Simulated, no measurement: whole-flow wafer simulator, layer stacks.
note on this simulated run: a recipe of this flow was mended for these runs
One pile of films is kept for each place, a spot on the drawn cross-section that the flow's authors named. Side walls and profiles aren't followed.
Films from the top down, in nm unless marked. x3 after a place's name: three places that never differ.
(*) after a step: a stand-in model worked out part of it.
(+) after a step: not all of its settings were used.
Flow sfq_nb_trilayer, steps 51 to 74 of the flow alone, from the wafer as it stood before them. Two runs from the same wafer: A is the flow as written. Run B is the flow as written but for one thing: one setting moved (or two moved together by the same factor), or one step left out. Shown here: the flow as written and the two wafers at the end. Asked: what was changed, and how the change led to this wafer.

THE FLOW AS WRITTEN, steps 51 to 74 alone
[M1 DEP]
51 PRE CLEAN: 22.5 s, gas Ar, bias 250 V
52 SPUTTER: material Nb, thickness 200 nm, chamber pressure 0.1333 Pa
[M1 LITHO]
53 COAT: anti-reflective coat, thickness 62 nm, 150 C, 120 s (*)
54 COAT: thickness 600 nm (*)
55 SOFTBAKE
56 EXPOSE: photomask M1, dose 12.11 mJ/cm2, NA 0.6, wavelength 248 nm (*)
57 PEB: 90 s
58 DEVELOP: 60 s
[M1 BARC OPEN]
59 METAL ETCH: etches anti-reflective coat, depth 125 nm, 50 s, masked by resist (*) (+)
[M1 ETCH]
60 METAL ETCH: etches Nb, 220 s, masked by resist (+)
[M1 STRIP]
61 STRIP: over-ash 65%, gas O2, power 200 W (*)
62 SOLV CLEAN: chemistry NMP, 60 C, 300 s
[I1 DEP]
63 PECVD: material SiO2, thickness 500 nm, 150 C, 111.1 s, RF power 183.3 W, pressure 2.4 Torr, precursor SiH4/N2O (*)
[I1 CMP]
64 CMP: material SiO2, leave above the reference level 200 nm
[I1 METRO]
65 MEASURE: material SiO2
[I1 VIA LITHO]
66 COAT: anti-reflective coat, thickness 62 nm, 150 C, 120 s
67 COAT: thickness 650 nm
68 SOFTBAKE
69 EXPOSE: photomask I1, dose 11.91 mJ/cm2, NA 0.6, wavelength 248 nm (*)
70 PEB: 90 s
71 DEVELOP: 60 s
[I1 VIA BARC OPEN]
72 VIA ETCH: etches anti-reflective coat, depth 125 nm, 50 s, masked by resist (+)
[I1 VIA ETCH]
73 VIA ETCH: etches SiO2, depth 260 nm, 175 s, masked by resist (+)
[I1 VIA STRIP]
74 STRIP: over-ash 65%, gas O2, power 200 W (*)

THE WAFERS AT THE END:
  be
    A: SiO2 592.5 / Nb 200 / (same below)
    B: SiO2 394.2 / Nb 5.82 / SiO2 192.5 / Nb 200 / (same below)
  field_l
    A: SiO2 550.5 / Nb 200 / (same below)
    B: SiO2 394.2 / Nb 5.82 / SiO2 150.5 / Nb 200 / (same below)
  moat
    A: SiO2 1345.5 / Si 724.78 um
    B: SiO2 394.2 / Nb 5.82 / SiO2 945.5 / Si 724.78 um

The cause: step 60, METAL ETCH: 178 s was run, where the flow has 220 s.

How the change led to this, step by step:
  60 METAL ETCH: etches Nb, 220 s, masked by resist (+)
      field_l, be, be_sur and 79 more: A Nb -200 (all of it), SiO2 -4 | B Nb -194.2
      v_sur, via_wl, via_w and 21 more: A KrF-resist-other-grade -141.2 | B KrF-resist-other-grade -114.2
  61 STRIP: over-ash 65%, gas O2, power 200 W (*)
      wl_j_sl x16: A KrF-resist-other-grade -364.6 (all of it), anti-reflective coat -62 (all of it) | B KrF-resist-other-grade -391.6 (all of it), anti-reflective coat -62 (all of it)
      v_sur: A KrF-resist-other-grade -361.9 (all of it), anti-reflective coat -45.6 (all of it) | B KrF-resist-other-grade -388.8 (all of it), anti-reflective coat -45.6 (all of it)
      (and at 7 more places)
  63 PECVD: material SiO2, thickness 500 nm, 150 C, 111.1 s, RF power 183.3 W, pressure 2.4 Torr, precursor SiH4/N2O (*)
      field_l, be, be_sur and 72 more: A SiO2 +500 | B SiO2 +500 (new film)
      lsp_m, ln_m6, lsp_r, l0_sur, l0v: A SiO2 +494.8 | B SiO2 +500 (new film)
      (and at 2 more places)
  64 CMP: material SiO2, leave above the reference level 200 nm
      field_l, be, be_sur and 72 more: A SiO2 -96 | B SiO2 -105.8
      lsp_m, ln_m6, lsp_r, l0_sur, l0v: A SiO2 -90.8 | B SiO2 -105.8
Counting metal films that touch as one body, be has 2 bodies (between them, from the top down: SiO2 192.5); the flow as written gives 1 body.
Counting metal films that touch as one body, field_l has 3 bodies (between them, from the top down: SiO2 150.5; SiO2 55); the flow as written gives 2 bodies (between them, from the top down: SiO2 55).
Counting metal films that touch as one body, moat has 1 body; the flow as written gives 0 bodies.
